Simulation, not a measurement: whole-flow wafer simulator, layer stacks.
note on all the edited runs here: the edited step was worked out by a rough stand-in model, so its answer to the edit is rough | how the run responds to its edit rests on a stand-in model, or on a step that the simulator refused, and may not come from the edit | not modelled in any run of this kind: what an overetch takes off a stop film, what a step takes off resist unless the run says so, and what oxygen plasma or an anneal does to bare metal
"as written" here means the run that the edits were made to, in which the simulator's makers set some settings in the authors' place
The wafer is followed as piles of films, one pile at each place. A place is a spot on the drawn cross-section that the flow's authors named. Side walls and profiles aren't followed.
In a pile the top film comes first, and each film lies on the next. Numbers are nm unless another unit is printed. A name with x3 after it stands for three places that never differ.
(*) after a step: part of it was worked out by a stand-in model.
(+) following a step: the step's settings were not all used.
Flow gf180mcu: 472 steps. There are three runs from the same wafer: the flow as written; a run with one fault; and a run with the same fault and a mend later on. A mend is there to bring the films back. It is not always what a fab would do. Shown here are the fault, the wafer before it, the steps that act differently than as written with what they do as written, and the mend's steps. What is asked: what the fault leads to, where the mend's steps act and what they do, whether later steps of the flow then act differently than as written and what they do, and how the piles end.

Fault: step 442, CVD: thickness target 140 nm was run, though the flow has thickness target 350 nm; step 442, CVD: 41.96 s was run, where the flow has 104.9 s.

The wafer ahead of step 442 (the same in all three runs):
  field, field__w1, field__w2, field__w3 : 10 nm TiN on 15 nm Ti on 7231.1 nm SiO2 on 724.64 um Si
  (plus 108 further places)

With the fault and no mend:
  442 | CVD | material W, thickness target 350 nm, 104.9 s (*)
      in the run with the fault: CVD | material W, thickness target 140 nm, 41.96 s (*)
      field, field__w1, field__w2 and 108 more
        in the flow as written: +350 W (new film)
        in the run with the fault: +141.8 W (new film)
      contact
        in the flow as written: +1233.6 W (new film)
        in the run with the fault: +1025.4 W (new film)
  Later steps of the flow acting differently than as written:
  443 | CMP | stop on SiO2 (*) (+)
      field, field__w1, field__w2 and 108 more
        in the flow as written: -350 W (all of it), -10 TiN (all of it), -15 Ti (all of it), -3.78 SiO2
        in the run with the fault: -141.8 W (all of it), -10 TiN (all of it), -15 Ti (all of it), -1.68 SiO2
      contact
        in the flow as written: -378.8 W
        in the run with the fault: -168.5 W
  The piles end only slightly different from the flow's at the places that both follow, by no more than 2% or 0.5 nm, whichever is larger.

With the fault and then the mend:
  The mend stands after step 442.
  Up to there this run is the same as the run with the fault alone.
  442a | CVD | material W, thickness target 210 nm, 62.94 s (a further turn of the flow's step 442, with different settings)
      field, field__w1, field__w2 and 109 more
        +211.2 W
  Later steps of the flow that are run all act as written at every place that is followed, up to a difference of at most 2% or 0.5 nm, whichever is larger.
  The piles end only slightly different from the flow's at the places that both follow, by no more than 2% or 0.5 nm, whichever is larger.
